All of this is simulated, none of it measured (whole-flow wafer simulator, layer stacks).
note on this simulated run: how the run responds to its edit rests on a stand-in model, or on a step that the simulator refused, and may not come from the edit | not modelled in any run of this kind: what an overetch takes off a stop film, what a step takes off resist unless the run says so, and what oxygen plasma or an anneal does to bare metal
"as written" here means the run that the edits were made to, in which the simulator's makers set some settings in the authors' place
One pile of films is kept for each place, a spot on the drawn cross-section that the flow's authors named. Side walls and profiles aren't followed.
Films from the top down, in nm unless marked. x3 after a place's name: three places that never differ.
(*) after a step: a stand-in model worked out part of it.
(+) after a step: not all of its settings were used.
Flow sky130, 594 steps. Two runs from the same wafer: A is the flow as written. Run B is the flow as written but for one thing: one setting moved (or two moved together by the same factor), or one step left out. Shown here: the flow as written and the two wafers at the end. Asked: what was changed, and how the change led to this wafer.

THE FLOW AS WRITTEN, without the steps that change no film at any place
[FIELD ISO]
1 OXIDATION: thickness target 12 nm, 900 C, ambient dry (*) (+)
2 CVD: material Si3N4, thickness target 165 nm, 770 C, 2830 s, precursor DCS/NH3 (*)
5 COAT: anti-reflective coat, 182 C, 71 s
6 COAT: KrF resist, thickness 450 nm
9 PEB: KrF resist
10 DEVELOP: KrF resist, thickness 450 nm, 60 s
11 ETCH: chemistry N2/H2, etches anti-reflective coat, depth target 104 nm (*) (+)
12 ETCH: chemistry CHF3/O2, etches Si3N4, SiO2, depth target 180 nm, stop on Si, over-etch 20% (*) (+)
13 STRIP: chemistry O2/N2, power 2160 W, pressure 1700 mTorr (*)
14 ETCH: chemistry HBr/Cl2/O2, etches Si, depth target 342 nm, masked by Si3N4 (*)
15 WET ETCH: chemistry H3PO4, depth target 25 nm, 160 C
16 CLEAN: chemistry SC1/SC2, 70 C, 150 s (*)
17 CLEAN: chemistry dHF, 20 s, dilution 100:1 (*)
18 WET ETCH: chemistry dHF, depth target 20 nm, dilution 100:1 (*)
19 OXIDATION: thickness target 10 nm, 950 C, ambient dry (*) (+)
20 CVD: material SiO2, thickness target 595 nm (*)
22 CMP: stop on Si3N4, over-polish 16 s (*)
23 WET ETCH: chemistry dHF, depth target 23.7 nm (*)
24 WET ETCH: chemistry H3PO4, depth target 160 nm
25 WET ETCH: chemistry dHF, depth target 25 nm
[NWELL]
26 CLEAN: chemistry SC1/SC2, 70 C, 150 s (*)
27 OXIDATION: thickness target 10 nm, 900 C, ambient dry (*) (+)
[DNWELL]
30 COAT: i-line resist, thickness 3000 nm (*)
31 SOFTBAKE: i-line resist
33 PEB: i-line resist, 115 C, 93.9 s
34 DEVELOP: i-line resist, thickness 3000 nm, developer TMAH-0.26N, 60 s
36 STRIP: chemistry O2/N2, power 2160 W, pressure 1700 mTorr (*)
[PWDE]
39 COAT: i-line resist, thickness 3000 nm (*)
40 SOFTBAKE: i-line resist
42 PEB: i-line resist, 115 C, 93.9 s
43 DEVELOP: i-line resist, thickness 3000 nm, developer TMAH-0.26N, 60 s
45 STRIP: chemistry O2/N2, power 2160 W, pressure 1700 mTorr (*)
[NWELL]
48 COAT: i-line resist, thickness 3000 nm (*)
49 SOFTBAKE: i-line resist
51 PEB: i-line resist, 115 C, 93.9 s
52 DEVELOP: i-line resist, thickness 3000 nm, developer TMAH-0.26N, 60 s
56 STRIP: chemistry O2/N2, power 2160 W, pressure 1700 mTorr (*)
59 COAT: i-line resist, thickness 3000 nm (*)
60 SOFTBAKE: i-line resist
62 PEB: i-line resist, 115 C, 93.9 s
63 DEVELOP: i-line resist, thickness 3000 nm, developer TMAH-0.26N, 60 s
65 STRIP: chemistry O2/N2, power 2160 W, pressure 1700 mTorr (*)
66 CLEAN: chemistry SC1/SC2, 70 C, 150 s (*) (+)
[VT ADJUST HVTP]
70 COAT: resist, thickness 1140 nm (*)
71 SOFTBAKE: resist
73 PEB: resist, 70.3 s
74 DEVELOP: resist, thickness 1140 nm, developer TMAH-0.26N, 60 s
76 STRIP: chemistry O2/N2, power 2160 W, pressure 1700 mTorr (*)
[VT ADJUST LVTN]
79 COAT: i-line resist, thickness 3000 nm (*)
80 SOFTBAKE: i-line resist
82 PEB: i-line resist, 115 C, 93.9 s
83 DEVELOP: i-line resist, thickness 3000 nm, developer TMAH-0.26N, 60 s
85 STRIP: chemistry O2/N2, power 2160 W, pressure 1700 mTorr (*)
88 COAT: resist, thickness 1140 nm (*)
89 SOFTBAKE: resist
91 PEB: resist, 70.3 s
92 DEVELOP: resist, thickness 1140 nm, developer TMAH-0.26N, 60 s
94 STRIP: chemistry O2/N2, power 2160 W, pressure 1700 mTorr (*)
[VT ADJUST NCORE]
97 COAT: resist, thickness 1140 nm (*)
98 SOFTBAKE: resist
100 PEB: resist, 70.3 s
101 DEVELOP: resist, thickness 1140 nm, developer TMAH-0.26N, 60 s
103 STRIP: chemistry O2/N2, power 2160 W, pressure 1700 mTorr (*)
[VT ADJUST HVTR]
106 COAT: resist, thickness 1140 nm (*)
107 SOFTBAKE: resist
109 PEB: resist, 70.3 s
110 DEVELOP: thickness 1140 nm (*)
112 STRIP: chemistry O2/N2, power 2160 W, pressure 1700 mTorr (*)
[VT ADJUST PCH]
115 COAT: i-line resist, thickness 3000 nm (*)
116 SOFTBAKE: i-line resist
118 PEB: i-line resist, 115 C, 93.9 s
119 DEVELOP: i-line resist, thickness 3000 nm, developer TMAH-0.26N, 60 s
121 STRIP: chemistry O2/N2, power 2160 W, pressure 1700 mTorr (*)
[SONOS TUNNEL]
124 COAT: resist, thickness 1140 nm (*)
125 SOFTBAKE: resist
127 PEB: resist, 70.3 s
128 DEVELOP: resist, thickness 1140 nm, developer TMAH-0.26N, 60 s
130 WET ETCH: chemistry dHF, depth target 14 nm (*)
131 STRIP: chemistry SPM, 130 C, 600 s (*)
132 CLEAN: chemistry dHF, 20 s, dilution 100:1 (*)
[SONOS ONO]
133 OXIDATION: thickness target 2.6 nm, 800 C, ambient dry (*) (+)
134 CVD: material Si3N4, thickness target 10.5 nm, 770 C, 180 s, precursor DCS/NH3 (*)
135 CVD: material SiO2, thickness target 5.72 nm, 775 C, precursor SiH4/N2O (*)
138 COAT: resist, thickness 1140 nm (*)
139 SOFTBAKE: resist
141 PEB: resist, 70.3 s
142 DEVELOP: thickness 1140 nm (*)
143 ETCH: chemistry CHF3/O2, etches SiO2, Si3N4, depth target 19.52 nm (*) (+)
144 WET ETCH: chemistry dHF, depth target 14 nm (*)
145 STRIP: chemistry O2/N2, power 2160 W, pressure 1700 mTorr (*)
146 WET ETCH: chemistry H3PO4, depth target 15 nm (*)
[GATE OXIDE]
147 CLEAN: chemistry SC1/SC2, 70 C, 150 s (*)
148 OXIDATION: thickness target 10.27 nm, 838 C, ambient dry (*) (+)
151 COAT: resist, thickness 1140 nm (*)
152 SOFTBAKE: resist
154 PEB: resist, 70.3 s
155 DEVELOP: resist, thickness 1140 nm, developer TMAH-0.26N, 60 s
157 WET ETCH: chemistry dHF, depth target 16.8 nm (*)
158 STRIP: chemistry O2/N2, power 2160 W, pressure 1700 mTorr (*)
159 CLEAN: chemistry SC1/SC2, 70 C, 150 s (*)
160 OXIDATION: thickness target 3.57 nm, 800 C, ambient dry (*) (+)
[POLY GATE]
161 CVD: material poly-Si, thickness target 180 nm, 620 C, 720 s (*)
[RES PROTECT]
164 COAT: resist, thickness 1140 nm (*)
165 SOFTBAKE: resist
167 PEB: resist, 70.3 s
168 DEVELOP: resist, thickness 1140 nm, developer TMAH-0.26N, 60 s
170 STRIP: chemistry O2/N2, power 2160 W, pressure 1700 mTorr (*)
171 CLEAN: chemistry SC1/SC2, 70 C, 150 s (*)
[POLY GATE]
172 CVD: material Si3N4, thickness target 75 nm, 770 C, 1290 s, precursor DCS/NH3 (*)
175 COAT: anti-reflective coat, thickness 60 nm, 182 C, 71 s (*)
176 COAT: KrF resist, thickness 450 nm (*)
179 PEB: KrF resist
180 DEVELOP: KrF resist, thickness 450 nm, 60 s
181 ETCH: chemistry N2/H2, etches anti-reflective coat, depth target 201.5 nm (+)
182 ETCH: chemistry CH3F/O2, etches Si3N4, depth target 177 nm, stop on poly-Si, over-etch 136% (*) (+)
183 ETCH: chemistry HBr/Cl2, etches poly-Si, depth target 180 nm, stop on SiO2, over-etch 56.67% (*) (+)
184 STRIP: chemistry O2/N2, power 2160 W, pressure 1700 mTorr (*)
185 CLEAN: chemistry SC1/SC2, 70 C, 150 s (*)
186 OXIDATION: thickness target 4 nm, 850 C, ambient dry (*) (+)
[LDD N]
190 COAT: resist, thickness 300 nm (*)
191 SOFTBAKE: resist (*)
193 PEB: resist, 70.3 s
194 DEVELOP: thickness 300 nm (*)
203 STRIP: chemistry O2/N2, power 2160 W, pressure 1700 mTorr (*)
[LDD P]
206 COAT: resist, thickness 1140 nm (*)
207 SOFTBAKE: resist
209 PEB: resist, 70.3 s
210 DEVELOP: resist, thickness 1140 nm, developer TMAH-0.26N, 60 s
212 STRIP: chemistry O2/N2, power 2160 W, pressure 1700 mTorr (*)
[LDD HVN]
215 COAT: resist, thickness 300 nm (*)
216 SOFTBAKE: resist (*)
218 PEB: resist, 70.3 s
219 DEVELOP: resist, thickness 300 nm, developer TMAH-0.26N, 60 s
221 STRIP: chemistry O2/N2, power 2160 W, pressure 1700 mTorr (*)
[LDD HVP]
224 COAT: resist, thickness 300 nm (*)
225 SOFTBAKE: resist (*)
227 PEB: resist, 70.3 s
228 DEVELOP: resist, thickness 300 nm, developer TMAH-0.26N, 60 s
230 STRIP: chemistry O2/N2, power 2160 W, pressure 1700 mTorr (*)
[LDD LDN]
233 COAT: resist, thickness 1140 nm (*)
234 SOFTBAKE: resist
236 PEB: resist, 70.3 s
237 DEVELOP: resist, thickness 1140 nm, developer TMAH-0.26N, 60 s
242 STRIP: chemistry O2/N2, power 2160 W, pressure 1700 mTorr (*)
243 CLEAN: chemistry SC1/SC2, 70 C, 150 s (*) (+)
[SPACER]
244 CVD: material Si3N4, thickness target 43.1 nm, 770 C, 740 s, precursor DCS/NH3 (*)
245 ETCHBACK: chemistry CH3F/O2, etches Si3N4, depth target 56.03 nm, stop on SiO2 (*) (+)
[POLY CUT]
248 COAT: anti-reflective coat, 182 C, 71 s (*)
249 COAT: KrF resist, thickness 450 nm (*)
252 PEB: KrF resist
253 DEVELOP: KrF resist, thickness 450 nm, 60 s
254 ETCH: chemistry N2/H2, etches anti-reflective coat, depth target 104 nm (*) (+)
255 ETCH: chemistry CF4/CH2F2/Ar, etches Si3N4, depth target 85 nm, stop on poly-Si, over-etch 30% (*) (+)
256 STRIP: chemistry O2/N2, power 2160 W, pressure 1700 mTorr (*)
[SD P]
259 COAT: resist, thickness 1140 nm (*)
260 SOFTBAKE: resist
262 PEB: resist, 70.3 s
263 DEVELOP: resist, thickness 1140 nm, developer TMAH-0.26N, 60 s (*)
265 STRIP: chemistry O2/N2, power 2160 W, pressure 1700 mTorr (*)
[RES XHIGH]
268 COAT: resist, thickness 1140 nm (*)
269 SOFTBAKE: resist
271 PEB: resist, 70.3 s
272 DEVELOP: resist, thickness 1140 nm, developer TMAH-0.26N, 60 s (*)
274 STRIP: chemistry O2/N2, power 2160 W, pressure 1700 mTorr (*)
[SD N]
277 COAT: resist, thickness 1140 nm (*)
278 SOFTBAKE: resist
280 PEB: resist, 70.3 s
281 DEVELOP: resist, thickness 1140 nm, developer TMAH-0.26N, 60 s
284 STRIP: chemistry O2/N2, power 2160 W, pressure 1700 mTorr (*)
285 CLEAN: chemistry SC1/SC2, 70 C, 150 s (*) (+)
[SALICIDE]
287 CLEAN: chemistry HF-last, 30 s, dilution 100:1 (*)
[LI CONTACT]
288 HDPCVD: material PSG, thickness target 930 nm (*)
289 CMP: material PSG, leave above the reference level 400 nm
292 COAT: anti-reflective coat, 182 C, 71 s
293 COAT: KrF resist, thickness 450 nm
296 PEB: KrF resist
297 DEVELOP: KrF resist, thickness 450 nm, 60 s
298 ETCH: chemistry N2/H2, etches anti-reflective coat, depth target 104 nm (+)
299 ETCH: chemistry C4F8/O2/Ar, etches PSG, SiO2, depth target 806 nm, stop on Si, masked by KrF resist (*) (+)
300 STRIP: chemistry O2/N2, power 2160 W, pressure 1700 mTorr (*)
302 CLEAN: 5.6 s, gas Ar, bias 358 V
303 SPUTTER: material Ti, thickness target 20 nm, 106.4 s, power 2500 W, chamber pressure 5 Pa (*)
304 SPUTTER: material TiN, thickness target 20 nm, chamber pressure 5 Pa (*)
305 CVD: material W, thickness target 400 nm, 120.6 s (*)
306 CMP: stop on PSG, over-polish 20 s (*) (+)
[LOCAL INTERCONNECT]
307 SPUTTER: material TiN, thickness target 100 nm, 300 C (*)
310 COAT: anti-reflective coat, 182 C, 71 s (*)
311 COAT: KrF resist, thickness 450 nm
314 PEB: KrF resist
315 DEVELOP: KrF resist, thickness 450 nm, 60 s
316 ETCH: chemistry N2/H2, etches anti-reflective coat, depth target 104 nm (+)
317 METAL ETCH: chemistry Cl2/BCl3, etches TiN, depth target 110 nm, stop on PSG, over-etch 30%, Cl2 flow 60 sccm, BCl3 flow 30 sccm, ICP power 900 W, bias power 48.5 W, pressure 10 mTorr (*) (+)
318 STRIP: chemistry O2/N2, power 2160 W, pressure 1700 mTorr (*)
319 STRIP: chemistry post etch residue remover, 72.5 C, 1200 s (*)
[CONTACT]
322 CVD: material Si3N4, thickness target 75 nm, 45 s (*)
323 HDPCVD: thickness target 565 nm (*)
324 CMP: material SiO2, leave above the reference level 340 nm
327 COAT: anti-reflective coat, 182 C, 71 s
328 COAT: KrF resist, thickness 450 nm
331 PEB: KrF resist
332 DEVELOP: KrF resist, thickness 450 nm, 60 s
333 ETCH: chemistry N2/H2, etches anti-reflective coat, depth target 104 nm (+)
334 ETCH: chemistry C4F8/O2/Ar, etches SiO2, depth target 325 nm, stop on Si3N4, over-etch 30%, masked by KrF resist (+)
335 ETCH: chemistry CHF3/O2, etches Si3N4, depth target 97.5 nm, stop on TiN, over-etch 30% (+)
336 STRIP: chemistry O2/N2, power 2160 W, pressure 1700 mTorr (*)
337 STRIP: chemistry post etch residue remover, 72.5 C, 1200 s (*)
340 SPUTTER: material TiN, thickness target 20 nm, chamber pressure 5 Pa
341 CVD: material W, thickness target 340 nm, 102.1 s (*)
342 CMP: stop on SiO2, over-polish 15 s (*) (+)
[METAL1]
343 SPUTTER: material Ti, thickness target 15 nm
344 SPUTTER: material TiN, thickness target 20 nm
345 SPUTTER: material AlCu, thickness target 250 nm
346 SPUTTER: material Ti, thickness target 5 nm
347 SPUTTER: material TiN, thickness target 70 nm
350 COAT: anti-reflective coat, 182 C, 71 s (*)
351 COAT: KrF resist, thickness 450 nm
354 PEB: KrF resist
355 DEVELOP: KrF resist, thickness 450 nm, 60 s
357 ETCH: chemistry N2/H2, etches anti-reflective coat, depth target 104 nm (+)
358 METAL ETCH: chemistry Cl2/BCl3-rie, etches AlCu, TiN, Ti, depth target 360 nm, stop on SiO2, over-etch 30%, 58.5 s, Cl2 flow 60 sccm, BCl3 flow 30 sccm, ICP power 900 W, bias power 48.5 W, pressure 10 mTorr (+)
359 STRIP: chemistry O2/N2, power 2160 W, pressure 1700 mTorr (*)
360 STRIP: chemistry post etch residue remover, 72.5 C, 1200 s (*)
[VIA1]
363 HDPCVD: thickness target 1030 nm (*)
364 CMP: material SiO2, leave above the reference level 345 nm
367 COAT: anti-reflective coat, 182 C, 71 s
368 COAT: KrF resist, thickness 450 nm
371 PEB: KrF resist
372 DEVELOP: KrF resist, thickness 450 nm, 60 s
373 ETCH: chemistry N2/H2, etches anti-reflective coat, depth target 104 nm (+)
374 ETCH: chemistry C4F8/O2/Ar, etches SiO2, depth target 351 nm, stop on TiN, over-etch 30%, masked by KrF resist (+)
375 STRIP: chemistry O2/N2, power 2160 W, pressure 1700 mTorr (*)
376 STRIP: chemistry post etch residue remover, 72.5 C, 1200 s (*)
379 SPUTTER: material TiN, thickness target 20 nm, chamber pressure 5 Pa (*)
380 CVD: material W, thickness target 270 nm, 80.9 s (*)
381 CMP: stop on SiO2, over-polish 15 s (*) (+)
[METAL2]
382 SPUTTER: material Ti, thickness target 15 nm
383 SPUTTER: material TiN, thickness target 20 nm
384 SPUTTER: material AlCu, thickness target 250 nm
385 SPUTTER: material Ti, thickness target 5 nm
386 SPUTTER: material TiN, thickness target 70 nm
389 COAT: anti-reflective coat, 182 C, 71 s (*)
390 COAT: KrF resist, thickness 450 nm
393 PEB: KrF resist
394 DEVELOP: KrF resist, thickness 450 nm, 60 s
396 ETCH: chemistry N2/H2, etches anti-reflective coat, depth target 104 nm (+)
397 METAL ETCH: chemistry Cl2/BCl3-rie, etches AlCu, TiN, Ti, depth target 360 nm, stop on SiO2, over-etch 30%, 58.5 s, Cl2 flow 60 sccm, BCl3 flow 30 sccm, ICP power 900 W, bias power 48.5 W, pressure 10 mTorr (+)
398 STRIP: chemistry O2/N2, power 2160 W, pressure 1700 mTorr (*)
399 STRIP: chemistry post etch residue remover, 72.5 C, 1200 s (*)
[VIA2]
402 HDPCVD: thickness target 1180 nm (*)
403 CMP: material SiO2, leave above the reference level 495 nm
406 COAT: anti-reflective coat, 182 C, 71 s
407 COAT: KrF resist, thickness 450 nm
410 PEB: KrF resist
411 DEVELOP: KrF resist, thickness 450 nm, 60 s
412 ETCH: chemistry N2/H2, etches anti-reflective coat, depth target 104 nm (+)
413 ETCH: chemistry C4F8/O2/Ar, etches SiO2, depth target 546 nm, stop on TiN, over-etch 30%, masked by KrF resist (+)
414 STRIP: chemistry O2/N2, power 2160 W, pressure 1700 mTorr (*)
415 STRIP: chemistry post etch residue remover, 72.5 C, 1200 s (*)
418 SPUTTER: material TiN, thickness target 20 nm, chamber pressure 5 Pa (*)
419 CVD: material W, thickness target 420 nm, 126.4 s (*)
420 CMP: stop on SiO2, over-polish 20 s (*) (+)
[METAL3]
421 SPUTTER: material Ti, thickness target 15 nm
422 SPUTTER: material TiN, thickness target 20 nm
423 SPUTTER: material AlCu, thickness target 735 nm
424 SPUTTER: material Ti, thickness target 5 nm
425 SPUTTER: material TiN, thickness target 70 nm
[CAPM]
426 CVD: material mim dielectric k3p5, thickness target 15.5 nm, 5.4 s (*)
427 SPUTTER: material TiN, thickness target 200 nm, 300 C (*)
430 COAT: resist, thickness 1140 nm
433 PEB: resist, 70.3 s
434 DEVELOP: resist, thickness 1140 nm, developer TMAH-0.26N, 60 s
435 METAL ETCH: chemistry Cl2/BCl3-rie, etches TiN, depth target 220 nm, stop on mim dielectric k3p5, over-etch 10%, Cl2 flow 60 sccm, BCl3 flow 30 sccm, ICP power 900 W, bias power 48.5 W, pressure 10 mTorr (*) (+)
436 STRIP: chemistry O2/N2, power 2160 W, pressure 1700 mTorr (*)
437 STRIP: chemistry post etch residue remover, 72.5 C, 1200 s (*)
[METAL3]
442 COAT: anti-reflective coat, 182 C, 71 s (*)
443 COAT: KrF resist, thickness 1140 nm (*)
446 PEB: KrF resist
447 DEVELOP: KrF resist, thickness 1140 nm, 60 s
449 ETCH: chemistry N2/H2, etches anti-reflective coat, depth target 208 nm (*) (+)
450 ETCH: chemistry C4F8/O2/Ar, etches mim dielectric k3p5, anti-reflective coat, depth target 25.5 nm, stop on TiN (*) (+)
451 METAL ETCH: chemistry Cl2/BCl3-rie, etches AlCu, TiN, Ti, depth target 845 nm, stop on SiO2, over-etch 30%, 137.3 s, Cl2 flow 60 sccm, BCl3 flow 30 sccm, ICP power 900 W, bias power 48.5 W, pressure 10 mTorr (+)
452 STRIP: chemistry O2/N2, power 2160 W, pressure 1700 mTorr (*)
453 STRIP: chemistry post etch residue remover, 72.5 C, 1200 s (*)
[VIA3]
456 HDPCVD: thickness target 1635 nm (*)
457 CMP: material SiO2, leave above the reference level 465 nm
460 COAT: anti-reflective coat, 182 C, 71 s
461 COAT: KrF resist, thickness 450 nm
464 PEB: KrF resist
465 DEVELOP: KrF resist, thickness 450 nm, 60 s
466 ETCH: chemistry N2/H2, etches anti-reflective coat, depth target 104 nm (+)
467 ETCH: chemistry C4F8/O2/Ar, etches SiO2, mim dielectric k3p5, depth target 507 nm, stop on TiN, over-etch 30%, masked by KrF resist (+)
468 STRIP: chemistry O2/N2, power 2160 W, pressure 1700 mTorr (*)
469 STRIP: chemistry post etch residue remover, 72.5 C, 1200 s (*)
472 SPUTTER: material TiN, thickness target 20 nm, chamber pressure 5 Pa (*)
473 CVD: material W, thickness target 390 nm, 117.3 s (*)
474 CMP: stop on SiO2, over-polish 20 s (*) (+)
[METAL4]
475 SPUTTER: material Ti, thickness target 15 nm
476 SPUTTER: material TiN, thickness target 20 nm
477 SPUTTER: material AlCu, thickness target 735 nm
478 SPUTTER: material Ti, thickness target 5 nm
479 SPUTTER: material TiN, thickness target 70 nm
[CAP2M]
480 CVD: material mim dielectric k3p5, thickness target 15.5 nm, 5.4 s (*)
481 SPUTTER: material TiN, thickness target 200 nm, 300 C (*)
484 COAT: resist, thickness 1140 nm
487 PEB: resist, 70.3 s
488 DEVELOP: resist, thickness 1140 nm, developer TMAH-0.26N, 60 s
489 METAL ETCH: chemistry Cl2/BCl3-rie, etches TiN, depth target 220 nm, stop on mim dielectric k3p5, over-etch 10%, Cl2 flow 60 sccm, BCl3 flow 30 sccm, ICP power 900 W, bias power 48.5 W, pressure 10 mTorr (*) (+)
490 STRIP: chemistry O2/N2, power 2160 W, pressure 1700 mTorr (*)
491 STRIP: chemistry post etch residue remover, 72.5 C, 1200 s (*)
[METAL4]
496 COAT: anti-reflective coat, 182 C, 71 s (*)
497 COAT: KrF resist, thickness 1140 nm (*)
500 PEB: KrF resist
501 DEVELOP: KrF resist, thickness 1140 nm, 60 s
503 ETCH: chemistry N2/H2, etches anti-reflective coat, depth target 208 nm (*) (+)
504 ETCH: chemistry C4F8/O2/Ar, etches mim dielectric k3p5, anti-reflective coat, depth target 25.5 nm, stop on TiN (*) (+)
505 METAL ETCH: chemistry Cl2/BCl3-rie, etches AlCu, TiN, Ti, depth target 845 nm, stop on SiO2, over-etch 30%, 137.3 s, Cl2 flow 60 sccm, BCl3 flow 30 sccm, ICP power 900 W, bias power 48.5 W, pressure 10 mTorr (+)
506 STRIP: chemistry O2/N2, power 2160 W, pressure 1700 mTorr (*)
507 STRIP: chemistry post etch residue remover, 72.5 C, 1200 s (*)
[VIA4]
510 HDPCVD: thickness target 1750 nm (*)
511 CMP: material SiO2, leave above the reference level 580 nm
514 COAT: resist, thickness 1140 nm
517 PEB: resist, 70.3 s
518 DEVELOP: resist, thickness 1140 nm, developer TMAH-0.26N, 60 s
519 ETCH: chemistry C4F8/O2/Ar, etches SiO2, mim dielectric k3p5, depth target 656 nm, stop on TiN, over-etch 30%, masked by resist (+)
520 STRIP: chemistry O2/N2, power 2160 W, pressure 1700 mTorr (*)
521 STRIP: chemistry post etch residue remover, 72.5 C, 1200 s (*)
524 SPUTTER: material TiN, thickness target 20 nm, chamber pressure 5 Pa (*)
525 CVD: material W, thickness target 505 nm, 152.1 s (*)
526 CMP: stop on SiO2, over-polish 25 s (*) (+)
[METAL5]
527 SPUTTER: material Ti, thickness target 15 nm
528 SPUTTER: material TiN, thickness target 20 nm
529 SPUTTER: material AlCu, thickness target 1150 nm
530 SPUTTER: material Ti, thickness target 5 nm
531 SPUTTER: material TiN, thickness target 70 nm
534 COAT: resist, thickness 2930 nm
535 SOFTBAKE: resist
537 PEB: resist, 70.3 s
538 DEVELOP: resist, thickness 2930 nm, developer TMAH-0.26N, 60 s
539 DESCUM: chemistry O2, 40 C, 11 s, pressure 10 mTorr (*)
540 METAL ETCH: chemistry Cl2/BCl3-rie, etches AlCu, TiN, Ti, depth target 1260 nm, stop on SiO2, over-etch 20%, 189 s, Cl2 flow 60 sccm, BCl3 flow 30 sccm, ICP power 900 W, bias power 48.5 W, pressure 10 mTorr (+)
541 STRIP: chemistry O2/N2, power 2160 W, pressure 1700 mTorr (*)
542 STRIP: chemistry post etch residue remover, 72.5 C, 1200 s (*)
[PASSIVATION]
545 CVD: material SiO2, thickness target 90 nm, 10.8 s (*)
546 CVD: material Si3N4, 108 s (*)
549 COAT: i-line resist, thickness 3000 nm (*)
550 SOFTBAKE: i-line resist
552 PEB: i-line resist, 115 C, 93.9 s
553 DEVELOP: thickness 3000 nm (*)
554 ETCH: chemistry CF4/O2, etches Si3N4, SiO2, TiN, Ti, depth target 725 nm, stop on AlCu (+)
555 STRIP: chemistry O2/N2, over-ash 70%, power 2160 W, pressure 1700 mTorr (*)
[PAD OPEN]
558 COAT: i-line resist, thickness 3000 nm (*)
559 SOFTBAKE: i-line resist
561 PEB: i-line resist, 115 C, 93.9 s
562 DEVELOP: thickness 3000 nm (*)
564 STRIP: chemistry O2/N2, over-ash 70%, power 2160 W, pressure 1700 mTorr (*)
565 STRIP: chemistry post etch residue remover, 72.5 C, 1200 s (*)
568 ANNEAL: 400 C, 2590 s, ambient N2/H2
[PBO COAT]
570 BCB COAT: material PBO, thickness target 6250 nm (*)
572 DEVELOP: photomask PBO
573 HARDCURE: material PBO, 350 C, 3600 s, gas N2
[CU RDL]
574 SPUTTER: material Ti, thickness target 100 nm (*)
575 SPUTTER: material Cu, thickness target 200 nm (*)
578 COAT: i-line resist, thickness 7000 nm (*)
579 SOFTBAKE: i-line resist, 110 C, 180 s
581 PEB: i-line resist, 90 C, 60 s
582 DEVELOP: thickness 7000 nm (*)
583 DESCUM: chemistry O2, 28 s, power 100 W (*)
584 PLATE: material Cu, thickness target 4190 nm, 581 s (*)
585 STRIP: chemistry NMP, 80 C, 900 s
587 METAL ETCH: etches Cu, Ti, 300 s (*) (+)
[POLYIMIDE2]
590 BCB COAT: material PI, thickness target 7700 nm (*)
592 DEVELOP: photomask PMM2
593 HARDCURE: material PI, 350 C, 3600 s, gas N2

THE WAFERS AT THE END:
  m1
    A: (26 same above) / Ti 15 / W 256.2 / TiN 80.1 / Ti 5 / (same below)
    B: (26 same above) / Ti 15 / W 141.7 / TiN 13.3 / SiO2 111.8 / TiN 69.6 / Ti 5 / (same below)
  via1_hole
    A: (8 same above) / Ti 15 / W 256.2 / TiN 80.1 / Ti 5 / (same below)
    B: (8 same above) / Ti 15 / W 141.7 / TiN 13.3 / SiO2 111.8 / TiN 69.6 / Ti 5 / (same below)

The cause: step 374, ETCH: depth target 158 nm was run, where the flow has depth target 351 nm.

How the change led to this, step by step:
  374 ETCH: chemistry C4F8/O2/Ar, etches SiO2, depth target 351 nm, stop on TiN, over-etch 30%, masked by KrF resist (+)
      m1, via1_hole: A SiO2 -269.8 (all of it) | B SiO2 -158
      field, active, n_well and 186 more: A KrF resist -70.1 | B KrF resist -31.6
  375 STRIP: chemistry O2/N2, power 2160 W, pressure 1700 mTorr (*)
      field, active, n_well and 186 more: A KrF resist -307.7 (all of it), anti-reflective coat -80 (all of it) | B KrF resist -346.2 (all of it), anti-reflective coat -80 (all of it)
  379 SPUTTER: material TiN, thickness target 20 nm, chamber pressure 5 Pa (*)
      m1: A TiN +11 | B TiN +13.3 (new film)
      via1_hole: A TiN +10.9 | B TiN +13.3 (new film)
  380 CVD: material W, thickness target 270 nm, 80.9 s (*)
      m1, via1_hole: A W +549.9 (new film) | B W +435.3 (new film)
Counting metal films that touch as one body, m1 has 3 bodies (between them, from the top down: SiO2 111.8; SiO2 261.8 / Si3N4 75); the flow as written gives 2 bodies (between them, from the top down: SiO2 261.8 / Si3N4 75).
Counting metal films that touch as one body, via1_hole has 2 bodies (between them, from the top down: SiO2 111.8); the flow as written gives 1 body.
